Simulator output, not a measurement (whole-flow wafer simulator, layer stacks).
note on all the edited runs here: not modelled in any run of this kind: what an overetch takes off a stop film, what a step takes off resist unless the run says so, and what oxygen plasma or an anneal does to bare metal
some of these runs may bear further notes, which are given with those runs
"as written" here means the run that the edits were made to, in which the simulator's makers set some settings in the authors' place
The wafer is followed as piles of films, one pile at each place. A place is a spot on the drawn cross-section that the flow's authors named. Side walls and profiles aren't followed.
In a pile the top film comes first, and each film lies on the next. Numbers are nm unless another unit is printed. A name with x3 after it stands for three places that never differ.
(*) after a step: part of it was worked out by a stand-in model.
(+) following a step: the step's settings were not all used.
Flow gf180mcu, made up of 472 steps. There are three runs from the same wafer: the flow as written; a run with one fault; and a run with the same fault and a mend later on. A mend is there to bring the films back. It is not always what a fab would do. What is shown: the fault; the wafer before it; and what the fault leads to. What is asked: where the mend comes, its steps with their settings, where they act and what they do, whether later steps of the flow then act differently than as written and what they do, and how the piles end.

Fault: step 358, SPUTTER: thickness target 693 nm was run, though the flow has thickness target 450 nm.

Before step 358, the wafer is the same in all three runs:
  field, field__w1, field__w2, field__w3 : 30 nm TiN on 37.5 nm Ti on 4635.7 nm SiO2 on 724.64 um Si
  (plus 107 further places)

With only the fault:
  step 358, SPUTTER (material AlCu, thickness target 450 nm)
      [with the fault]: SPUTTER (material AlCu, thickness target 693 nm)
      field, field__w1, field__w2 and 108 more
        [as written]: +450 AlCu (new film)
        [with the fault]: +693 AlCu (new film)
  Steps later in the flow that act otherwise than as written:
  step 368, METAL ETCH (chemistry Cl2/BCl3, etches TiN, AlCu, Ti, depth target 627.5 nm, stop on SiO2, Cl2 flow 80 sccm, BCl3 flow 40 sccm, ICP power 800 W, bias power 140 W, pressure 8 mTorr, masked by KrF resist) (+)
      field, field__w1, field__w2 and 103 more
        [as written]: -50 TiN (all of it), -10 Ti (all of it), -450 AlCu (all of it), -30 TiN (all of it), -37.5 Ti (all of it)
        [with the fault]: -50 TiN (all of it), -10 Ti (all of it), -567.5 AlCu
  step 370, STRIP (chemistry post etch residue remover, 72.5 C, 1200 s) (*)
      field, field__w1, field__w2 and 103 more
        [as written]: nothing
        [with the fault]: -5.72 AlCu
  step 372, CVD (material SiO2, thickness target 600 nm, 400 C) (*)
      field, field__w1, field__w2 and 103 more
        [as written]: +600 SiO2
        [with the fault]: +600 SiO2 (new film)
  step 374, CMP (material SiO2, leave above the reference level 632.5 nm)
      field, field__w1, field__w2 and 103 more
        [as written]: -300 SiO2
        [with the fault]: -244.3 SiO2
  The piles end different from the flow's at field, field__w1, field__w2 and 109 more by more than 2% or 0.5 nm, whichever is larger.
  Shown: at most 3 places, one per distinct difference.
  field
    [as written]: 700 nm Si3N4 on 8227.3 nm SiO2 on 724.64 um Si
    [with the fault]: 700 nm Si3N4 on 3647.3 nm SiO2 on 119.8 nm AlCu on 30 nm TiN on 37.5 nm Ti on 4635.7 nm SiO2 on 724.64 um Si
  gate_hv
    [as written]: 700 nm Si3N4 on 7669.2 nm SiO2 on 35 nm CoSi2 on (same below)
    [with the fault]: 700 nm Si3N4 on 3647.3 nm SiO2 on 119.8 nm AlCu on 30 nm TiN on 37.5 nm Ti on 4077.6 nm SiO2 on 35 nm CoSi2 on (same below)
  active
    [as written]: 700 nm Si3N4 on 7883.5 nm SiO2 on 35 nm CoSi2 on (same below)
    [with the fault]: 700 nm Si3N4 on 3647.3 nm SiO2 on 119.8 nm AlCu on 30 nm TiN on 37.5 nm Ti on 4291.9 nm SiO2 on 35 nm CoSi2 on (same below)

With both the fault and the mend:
  The mend follows step 358.
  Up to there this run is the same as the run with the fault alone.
  step 358a, METAL ETCH (chemistry Cl2/BCl3, etches TiN, AlCu, Ti, depth target 243 nm, Cl2 flow 80 sccm, BCl3 flow 40 sccm, ICP power 800 W, bias power 140 W, pressure 8 mTorr) (the flow's step 260, run once more with other settings)
      field, field__w1, field__w2 and 108 more
        -243 AlCu
  Later steps of the flow that are run all act as written at every place that is followed.
  By the end, the piles equal the flow's at every place that both follow.
